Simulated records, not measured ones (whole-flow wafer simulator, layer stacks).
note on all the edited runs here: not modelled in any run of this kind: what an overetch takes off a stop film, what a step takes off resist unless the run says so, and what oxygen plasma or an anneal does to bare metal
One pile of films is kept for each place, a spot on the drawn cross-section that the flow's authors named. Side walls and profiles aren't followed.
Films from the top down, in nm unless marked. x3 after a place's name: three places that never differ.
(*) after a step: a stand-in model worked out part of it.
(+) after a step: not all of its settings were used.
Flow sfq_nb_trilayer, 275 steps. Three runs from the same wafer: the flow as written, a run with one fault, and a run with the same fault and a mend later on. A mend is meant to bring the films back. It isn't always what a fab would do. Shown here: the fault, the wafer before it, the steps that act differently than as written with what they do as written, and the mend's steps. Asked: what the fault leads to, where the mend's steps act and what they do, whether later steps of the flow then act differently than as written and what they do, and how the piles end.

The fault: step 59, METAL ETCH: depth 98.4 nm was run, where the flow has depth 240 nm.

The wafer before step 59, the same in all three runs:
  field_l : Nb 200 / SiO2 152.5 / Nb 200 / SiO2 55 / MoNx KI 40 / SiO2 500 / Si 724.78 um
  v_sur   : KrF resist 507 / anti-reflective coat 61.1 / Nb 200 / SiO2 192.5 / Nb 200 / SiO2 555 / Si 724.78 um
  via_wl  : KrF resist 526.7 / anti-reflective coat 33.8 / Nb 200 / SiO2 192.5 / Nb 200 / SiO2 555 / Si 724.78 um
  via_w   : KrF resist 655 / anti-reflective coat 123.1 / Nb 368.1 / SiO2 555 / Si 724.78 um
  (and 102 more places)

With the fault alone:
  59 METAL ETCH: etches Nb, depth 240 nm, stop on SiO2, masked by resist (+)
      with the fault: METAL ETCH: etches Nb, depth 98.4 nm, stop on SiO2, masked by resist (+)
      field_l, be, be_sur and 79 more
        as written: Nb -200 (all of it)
        with the fault: Nb -98.4
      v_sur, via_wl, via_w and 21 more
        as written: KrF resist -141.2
        with the fault: KrF resist -57.9
  Later steps of the flow that act differently than as written:
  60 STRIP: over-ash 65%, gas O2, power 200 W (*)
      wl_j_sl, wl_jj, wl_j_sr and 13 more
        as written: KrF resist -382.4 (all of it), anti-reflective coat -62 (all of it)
        with the fault: KrF resist -465.7 (all of it), anti-reflective coat -62 (all of it)
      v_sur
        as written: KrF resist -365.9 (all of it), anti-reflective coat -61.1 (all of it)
        with the fault: KrF resist -449.2 (all of it), anti-reflective coat -61.1 (all of it)
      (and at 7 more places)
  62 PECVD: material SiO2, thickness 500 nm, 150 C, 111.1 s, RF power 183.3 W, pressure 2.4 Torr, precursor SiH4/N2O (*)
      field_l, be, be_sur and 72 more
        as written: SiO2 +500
        with the fault: SiO2 +500 (new film)
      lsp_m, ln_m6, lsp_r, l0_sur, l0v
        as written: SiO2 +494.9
        with the fault: SiO2 +500 (new film)
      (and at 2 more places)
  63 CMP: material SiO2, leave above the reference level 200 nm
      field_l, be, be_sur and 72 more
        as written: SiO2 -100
        with the fault: SiO2 -201.6
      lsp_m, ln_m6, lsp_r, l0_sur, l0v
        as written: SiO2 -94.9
        with the fault: SiO2 -201.6
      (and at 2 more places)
  At the end the piles differ from the flow's by more than 2% or 0.5 nm, whichever is larger, at field_l, be, be_sur and 79 more.
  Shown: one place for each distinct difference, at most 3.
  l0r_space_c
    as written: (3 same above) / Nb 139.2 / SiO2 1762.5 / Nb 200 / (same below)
    with the fault: (3 same above) / Nb 139.2 / SiO2 1468.4 / Nb 101.6 / SiO2 192.5 / Nb 200 / (same below)
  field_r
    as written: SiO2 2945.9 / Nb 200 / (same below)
    with the fault: SiO2 2651.8 / Nb 101.6 / SiO2 192.5 / Nb 200 / (same below)
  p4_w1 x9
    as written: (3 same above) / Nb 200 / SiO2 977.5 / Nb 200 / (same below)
    with the fault: (3 same above) / Nb 200 / SiO2 683.4 / Nb 101.6 / SiO2 192.5 / Nb 200 / (same below)

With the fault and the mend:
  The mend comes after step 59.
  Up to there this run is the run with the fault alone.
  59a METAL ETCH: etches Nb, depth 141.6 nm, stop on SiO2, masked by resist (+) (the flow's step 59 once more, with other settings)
      field_l, be, be_sur and 79 more
        Nb -101.6 (all of it)
      v_sur, via_wl, via_w and 21 more
        KrF resist -83.3
  No later step of the flow acts differently than as written at any place that is followed.
  At the end the piles are the same as the flow's at every place that both follow.
